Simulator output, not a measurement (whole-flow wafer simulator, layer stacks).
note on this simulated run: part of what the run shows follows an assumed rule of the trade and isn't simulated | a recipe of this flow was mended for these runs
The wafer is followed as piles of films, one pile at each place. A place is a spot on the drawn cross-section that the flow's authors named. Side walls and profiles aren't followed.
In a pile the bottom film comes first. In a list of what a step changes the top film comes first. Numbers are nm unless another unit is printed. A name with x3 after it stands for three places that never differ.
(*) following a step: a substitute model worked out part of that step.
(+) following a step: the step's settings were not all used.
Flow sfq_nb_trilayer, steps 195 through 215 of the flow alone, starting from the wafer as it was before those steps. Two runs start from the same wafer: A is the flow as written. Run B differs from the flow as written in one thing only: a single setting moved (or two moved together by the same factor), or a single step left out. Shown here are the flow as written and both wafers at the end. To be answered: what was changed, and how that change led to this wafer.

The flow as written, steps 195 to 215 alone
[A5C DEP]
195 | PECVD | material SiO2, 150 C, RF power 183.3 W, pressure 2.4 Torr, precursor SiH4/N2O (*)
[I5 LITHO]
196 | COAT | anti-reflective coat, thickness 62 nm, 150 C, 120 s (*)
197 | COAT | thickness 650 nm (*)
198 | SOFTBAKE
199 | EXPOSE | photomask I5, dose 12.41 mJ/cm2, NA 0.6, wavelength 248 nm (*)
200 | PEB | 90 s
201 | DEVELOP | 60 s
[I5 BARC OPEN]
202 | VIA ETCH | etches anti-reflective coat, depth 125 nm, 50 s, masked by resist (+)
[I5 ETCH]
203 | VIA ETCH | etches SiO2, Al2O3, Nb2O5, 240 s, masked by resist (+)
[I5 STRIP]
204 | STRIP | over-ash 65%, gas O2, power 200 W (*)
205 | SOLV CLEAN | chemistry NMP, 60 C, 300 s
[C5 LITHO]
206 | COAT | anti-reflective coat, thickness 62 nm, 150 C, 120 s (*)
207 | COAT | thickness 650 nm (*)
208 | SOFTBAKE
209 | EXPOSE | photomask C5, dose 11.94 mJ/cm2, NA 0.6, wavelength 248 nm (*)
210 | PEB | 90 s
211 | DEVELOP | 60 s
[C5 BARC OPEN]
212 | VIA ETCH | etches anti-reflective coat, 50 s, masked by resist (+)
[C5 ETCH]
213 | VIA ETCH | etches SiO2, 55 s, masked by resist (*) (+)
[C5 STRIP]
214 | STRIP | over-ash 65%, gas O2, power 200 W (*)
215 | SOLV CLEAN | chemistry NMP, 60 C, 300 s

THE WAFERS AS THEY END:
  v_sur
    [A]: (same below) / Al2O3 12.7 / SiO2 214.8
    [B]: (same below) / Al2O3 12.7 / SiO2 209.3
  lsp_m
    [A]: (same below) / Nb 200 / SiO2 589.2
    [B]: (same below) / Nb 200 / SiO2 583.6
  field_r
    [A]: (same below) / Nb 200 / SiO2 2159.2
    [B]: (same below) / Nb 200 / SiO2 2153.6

Cause: step 195, PECVD: pressure 2.71 Torr was run, though the flow has pressure 2.4 Torr.

Step by step, how the change led to this:
  195 | PECVD | material SiO2, 150 C, RF power 183.3 W, pressure 2.4 Torr, precursor SiH4/N2O (*)
      field_l, v_sur, via_wl and 92 more: A SiO2 gains 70 | B SiO2 gains 64.4
      ce_l, c5j, ce_r and 8 more: A SiO2 gains 70 (new film) | B SiO2 gains 64.4 (new film)
  203 | VIA ETCH | etches SiO2, Al2O3, Nb2O5, 240 s, masked by resist (+)
      be: A SiO2 loses 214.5 (all of it), Al2O3 loses 12.7 (all of it), Nb2O5 loses 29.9 (all of it), Nb loses 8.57 | B SiO2 loses 209 (all of it), Al2O3 loses 12.7 (all of it), Nb2O5 loses 29.9 (all of it), Nb loses 9.03
  213 | VIA ETCH | etches SiO2, 55 s, masked by resist (*) (+)
      c5j: A SiO2 loses 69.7 (all of it), Nb loses 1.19 | B SiO2 loses 64.2 (all of it), Nb loses 1.65
      res: A SiO2 loses 69.7 (all of it), Ti loses 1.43 | B SiO2 loses 64.1 (all of it), Ti loses 1.99
